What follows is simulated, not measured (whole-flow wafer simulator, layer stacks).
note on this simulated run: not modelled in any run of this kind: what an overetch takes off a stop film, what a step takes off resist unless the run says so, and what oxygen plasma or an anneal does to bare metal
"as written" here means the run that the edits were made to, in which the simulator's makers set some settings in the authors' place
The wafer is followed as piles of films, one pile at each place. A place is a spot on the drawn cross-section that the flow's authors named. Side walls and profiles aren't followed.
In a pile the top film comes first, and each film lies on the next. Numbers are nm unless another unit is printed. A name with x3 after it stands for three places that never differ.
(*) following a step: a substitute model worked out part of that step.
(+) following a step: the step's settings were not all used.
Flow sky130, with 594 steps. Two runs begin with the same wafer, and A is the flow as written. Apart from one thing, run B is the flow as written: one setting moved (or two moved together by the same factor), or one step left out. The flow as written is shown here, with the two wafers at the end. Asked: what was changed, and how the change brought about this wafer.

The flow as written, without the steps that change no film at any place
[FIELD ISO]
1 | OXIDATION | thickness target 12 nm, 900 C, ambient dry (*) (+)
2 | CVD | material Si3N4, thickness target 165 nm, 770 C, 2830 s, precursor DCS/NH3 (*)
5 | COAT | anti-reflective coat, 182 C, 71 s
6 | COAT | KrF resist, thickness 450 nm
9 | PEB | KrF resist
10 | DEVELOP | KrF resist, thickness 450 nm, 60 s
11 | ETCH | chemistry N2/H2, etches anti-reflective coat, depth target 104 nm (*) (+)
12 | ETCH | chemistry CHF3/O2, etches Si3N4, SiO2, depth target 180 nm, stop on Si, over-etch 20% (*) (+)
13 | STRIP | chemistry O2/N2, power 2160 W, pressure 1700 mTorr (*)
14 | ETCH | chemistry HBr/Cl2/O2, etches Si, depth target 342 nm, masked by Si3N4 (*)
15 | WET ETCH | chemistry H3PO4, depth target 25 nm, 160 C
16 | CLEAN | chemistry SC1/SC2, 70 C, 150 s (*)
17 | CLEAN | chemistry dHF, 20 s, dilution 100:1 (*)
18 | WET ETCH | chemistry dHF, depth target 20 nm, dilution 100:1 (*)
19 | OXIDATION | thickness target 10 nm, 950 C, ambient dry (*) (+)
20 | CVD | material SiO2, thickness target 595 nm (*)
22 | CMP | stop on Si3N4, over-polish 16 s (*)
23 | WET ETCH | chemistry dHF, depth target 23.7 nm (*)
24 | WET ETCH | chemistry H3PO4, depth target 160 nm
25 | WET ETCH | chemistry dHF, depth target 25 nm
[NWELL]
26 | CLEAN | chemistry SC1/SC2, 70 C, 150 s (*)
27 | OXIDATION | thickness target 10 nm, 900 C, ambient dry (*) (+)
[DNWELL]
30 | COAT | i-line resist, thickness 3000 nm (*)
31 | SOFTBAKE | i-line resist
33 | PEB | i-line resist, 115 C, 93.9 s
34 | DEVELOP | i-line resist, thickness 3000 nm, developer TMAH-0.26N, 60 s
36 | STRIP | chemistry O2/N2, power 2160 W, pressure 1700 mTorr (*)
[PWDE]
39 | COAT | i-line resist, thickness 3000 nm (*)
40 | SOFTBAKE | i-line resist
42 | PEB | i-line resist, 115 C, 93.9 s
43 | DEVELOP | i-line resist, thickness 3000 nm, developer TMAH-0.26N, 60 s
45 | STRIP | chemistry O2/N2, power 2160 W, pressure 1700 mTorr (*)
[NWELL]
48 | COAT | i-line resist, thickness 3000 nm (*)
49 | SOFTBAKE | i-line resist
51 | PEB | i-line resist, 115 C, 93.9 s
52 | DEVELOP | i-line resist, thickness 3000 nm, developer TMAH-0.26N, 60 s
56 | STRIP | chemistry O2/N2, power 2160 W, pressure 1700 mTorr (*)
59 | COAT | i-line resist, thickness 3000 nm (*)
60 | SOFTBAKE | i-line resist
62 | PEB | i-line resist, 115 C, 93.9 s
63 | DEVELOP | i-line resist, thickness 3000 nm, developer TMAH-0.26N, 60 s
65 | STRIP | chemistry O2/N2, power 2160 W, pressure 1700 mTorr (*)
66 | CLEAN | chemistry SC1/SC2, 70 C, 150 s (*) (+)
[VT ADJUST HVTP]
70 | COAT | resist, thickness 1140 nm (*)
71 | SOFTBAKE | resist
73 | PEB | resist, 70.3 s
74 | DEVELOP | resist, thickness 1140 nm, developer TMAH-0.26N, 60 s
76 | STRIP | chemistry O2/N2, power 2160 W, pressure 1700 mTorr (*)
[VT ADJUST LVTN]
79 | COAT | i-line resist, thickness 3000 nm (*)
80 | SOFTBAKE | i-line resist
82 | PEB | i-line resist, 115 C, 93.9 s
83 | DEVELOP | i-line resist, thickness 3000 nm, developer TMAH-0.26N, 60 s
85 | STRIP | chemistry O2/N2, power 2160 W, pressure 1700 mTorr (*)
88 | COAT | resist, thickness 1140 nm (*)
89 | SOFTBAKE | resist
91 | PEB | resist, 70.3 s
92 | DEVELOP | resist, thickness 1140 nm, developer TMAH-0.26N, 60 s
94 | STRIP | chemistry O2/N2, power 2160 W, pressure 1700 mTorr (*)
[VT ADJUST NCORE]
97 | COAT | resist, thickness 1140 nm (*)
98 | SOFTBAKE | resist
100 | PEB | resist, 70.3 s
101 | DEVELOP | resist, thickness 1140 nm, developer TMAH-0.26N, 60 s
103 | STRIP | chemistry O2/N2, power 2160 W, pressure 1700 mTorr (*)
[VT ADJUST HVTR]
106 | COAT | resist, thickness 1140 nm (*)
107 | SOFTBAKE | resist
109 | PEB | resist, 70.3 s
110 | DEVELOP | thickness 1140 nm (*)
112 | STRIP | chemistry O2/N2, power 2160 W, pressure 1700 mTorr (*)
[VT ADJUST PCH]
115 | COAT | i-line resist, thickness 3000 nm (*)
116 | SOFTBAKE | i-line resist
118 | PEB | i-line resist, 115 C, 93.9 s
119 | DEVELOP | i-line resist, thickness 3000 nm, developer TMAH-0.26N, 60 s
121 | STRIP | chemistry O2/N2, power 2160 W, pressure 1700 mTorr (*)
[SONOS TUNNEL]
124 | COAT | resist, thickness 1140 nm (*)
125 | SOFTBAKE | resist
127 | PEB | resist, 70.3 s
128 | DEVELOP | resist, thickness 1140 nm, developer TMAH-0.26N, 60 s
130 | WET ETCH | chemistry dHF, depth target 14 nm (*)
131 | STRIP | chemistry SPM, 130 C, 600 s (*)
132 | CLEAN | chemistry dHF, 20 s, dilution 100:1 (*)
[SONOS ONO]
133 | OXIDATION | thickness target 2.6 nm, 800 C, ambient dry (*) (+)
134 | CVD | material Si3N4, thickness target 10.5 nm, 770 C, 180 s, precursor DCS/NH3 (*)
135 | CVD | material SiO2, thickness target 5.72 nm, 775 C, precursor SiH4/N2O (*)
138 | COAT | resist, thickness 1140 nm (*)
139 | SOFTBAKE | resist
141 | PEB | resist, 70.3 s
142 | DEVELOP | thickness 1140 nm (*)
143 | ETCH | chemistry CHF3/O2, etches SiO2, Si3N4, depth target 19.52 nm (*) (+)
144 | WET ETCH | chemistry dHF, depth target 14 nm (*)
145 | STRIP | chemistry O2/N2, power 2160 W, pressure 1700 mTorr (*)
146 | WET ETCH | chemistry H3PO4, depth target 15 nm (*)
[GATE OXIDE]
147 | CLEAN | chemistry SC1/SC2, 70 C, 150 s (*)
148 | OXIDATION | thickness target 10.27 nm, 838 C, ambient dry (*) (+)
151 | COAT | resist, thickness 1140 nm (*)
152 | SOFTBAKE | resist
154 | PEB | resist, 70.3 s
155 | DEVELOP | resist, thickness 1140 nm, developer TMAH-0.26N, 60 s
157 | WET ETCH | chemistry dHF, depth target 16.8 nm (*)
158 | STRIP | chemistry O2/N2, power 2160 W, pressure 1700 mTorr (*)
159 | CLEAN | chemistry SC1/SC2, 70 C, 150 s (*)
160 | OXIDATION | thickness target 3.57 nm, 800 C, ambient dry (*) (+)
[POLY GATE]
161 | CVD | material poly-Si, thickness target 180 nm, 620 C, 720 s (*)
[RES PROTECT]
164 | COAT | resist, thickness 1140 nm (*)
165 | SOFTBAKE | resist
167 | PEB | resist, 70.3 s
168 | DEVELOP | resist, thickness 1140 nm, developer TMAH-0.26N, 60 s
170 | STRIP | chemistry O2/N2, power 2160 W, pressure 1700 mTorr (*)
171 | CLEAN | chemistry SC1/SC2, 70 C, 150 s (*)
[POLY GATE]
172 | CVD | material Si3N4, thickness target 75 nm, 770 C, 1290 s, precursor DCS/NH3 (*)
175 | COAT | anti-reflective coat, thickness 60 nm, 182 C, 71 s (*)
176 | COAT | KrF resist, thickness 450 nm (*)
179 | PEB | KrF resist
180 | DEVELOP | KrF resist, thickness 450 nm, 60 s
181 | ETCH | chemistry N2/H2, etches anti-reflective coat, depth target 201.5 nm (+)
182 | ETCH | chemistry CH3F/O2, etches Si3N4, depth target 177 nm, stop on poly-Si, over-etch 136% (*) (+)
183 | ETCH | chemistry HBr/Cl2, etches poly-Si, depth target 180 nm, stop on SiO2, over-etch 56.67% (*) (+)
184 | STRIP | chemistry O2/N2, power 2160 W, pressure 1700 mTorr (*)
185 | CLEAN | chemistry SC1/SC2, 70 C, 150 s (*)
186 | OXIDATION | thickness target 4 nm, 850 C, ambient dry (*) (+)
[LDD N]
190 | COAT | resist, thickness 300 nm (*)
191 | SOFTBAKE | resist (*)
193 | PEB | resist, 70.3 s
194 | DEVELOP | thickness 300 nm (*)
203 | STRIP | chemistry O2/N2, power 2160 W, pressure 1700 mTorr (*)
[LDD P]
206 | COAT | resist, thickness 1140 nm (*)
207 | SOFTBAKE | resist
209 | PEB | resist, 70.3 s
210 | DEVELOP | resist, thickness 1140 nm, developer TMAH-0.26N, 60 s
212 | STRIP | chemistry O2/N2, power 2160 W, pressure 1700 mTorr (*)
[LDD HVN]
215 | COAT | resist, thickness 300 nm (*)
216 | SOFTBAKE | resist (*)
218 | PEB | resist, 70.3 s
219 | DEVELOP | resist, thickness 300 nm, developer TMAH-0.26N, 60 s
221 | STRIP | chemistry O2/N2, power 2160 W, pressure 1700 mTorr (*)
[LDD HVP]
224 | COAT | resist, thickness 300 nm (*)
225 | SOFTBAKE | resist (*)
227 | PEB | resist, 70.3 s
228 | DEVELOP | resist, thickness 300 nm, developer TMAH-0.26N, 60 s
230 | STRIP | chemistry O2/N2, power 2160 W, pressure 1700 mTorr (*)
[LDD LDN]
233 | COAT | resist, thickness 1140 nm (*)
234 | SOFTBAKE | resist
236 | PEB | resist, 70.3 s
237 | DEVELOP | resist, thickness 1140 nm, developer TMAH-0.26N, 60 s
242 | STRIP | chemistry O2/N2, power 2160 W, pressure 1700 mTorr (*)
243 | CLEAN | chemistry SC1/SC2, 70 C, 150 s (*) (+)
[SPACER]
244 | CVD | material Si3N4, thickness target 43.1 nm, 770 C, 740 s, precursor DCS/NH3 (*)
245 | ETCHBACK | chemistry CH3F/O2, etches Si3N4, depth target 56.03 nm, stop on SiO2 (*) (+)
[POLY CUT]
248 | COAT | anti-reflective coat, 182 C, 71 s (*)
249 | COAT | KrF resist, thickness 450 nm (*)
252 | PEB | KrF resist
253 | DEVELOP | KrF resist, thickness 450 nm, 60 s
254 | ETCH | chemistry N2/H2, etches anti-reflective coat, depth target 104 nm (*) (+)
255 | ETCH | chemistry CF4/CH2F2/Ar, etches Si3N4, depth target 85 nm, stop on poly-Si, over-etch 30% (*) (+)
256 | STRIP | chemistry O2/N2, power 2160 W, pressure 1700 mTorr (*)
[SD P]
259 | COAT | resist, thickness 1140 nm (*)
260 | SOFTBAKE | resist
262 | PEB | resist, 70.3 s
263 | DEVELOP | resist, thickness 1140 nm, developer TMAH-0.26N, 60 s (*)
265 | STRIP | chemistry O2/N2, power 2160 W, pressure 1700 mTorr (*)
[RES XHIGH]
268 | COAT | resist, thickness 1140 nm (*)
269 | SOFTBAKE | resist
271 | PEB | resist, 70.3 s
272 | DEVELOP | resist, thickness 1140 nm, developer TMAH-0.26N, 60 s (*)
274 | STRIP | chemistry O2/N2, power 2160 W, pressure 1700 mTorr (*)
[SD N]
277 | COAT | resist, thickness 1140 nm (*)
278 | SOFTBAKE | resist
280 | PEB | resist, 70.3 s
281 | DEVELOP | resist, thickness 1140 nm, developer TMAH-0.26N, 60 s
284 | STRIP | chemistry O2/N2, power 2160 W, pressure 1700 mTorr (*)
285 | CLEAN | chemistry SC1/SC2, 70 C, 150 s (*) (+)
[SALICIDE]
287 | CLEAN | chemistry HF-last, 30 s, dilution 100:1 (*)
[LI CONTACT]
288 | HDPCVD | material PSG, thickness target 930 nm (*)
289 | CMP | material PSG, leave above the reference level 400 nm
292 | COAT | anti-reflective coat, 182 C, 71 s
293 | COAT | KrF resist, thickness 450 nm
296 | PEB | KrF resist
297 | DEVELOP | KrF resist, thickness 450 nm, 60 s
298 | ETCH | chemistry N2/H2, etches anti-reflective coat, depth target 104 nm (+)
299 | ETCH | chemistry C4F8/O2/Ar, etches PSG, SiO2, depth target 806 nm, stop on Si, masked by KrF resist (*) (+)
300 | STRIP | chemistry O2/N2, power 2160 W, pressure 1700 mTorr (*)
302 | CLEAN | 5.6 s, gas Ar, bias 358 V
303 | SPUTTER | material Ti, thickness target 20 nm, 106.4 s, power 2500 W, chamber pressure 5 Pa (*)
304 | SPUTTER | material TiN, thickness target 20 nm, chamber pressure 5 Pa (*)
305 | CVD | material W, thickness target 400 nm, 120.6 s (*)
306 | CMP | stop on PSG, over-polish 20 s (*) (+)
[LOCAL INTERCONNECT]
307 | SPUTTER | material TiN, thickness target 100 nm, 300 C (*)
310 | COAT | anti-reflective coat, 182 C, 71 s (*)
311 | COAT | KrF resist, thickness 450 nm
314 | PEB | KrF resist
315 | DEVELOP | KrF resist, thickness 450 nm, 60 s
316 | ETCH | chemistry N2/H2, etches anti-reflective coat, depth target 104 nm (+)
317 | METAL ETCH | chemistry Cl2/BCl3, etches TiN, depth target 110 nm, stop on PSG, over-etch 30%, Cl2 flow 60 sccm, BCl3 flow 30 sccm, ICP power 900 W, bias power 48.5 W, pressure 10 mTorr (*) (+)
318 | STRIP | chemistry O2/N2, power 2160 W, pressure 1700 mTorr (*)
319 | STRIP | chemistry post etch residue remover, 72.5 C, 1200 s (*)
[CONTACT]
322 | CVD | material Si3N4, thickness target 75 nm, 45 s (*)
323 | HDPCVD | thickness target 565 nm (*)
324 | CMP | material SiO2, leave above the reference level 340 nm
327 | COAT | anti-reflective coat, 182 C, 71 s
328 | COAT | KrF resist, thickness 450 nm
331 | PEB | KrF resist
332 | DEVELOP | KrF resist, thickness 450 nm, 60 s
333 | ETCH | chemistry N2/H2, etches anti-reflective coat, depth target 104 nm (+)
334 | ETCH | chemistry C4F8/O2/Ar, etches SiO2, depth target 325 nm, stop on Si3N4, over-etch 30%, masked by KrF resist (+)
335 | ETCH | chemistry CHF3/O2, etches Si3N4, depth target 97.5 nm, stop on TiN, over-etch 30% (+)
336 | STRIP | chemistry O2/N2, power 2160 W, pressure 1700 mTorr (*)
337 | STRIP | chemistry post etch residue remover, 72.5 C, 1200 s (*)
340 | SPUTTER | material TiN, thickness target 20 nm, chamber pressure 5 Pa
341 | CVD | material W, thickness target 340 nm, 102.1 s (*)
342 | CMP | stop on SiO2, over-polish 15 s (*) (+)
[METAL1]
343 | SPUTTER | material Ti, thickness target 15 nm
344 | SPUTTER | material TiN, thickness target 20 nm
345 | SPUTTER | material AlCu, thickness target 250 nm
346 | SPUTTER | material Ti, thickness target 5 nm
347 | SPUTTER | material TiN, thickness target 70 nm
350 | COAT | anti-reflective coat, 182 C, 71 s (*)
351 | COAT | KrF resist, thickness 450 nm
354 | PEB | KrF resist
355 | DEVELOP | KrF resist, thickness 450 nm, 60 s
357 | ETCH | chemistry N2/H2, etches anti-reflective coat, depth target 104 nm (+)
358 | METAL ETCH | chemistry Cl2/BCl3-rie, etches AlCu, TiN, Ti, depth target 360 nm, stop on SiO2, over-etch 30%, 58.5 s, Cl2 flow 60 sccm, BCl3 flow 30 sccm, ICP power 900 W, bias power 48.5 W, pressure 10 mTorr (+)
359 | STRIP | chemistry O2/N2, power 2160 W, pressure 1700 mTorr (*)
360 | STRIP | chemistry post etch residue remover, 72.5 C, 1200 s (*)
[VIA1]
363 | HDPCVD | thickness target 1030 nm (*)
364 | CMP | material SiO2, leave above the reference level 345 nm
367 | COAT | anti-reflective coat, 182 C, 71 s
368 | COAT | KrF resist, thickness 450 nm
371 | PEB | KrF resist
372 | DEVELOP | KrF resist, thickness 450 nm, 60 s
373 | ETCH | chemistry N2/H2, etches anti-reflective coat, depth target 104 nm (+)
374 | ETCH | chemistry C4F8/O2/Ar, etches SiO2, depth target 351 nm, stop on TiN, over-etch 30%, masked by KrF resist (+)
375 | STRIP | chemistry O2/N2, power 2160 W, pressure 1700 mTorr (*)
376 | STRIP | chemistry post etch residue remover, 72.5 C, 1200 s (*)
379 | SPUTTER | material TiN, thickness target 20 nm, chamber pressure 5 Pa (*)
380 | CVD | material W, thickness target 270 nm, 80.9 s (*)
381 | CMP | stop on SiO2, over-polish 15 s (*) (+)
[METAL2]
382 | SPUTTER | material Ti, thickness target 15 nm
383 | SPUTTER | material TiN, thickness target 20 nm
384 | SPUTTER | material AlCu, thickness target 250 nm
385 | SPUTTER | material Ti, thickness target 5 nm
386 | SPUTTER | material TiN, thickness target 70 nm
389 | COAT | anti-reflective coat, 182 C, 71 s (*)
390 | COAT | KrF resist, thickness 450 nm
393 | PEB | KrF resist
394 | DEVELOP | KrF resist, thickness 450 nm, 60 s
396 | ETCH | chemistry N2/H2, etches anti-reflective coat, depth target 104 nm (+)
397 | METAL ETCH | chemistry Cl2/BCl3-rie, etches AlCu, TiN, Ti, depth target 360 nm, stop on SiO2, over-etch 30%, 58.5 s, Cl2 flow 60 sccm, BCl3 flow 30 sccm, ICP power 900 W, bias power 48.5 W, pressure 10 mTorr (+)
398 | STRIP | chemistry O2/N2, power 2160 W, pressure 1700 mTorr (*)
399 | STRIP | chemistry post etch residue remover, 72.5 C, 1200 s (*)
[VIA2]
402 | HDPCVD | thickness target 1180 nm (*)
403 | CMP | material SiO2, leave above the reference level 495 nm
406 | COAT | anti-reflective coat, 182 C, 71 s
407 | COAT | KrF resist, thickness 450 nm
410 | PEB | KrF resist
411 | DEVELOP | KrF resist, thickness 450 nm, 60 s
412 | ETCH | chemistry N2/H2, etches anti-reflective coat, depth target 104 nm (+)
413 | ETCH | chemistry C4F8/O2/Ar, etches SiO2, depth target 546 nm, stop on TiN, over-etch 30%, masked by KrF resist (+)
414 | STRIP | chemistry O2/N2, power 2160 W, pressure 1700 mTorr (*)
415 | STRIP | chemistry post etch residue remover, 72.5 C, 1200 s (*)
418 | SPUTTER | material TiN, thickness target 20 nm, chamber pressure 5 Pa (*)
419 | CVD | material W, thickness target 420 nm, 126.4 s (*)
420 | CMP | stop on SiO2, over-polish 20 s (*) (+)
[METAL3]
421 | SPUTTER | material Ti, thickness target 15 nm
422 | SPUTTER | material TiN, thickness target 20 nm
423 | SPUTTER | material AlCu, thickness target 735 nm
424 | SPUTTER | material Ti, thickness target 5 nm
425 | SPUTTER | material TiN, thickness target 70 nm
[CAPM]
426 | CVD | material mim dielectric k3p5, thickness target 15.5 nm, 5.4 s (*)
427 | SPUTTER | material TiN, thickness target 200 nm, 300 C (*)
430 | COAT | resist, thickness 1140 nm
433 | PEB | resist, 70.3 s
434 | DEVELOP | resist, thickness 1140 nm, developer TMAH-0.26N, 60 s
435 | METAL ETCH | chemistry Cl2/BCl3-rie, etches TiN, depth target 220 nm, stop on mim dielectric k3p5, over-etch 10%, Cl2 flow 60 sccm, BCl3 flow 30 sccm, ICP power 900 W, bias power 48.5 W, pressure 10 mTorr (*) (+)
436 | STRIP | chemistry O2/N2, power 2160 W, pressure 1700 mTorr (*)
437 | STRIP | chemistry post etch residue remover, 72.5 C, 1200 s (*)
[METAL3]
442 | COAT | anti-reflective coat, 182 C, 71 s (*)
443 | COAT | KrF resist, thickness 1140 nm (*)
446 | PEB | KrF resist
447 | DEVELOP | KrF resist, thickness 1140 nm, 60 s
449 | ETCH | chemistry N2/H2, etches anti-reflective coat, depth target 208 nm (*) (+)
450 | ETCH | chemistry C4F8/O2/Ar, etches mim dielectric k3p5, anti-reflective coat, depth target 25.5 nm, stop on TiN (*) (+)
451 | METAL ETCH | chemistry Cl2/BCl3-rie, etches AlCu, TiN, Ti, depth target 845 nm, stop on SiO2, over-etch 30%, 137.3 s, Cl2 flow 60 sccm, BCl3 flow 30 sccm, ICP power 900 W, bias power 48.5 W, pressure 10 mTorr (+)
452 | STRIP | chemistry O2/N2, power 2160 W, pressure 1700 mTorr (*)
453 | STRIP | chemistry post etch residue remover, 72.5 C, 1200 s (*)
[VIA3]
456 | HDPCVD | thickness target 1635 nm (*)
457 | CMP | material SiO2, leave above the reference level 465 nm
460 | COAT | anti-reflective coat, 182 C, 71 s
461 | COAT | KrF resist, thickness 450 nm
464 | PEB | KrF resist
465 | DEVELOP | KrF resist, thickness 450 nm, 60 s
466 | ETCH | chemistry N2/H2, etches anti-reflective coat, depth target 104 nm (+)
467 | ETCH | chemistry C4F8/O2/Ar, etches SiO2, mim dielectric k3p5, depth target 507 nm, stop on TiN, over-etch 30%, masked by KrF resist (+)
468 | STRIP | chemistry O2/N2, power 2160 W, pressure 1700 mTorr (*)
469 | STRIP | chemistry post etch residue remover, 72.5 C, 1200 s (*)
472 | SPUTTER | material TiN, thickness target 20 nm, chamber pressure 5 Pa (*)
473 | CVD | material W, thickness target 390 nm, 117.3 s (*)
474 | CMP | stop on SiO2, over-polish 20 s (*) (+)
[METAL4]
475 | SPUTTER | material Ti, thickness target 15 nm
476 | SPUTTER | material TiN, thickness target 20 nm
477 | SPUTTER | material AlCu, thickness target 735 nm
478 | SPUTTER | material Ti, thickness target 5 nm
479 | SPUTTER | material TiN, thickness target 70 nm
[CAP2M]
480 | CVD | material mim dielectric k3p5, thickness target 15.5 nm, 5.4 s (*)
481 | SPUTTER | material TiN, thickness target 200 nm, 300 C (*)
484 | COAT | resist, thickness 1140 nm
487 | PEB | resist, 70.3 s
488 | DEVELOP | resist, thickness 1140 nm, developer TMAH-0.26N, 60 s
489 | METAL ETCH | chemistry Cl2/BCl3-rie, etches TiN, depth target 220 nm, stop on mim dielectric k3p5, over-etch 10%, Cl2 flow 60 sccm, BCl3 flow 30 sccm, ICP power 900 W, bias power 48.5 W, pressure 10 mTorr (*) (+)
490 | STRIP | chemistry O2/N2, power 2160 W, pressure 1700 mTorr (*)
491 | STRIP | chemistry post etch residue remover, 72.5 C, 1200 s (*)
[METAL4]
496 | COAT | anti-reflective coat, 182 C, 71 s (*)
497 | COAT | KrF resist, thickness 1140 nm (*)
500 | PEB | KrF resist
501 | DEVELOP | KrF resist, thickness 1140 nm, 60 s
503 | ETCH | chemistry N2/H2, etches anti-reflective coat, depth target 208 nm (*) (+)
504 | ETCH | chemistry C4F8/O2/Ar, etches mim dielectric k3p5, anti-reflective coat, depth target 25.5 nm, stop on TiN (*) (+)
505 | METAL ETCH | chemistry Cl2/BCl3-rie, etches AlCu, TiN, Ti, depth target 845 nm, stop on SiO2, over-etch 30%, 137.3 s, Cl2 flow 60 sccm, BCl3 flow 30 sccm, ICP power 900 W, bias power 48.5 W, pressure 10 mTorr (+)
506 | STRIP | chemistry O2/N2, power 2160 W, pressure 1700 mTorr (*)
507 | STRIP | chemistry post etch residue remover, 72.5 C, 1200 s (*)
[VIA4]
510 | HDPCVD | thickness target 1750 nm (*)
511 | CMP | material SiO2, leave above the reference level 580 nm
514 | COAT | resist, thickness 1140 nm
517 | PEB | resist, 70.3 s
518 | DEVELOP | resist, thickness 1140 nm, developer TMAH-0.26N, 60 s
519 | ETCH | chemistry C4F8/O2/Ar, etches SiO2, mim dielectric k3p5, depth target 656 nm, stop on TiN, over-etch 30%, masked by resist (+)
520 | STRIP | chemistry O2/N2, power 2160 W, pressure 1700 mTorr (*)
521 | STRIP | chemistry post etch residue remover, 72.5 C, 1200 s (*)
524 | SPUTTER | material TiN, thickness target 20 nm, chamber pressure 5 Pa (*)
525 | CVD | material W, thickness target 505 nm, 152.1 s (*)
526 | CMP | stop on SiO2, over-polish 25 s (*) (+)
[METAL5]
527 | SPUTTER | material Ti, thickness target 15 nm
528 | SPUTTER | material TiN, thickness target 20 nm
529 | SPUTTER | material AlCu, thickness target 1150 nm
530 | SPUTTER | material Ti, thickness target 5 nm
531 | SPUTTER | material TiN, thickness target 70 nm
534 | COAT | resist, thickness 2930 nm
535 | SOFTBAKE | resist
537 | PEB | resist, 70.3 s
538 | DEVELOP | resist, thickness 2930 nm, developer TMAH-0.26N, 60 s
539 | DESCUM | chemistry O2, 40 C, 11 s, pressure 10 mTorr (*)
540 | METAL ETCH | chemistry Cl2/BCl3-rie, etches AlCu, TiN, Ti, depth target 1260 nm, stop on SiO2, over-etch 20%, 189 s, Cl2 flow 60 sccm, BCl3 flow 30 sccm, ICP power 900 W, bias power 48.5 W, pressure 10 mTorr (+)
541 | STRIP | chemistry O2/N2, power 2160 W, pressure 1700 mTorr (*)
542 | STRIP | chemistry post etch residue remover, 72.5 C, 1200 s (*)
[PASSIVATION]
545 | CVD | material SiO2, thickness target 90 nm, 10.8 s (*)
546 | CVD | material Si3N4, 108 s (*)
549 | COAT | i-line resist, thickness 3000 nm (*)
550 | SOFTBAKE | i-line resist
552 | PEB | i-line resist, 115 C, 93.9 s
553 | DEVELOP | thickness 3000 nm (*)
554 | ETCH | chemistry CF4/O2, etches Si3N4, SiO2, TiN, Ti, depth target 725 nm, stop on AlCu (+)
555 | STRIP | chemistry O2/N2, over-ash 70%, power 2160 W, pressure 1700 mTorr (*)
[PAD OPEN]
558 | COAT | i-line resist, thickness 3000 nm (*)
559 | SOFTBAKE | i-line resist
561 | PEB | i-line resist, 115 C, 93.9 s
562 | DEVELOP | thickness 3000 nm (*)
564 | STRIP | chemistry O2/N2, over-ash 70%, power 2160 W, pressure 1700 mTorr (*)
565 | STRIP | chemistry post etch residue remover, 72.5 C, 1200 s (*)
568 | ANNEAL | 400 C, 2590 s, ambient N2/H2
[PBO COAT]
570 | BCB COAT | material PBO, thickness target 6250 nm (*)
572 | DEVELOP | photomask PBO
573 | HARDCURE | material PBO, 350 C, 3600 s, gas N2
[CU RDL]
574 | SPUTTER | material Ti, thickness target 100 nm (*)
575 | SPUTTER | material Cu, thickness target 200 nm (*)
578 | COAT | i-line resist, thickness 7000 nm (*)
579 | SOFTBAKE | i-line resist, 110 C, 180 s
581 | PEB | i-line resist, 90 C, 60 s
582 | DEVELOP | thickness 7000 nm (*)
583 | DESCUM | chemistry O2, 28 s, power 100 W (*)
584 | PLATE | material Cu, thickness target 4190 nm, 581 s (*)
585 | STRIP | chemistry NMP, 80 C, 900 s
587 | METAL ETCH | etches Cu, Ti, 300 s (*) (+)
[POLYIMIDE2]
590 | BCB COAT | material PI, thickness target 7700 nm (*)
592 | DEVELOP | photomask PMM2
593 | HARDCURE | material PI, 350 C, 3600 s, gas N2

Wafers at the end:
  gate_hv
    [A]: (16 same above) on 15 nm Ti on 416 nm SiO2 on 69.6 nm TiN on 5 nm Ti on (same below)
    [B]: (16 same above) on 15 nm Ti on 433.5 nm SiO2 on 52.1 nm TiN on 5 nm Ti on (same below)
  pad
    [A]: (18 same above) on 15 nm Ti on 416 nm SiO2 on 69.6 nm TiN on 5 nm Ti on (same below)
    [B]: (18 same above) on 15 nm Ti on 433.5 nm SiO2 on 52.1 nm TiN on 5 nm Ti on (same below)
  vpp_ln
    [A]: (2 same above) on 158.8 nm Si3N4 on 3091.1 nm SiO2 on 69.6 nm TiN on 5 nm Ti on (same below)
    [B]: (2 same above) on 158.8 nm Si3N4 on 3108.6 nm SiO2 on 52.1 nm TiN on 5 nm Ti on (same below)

What caused this: step 386, SPUTTER: thickness target 52.5 nm was run, though the flow has thickness target 70 nm.

How this came from the change, step by step:
  386 | SPUTTER | material TiN, thickness target 70 nm
      field, active, n_well and 188 more: A TiN gains 70 (new film) | B TiN gains 52.5 (new film)
  397 | METAL ETCH | chemistry Cl2/BCl3-rie, etches AlCu, TiN, Ti, depth target 360 nm, stop on SiO2, over-etch 30%, 58.5 s, Cl2 flow 60 sccm, BCl3 flow 30 sccm, ICP power 900 W, bias power 48.5 W, pressure 10 mTorr (+)
      field, active, gate and 82 more: A TiN loses 68.7 (all of it), Ti loses 5 (all of it), AlCu loses 250 (all of it), TiN loses 20 (all of it), Ti loses 15 (all of it), SiO2 loses 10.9 | B TiN loses 51.2 (all of it), Ti loses 5 (all of it), AlCu loses 250 (all of it), TiN loses 20 (all of it), Ti loses 15 (all of it), SiO2 loses 12.7
  403 | CMP | material SiO2, leave above the reference level 495 nm
      n_well, p_well, gate_hv and 101 more: A SiO2 loses 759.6 | B SiO2 loses 742.1
      m1, via1_hole: A SiO2 loses 759.1 | B SiO2 loses 741.6
  413 | ETCH | chemistry C4F8/O2/Ar, etches SiO2, depth target 546 nm, stop on TiN, over-etch 30%, masked by KrF resist (+)
      m1: A SiO2 loses 420.3 (all of it) | B SiO2 loses 437.8 (all of it)
      via2_hole: A SiO2 loses 419.8 (all of it) | B SiO2 loses 437.3 (all of it)
  419 | CVD | material W, thickness target 420 nm, 126.4 s (*)
      m1: A W gains 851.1 (new film) | B W gains 868.9 (new film)
      via2_hole: A W gains 850.7 (new film) | B W gains 868.4 (new film)
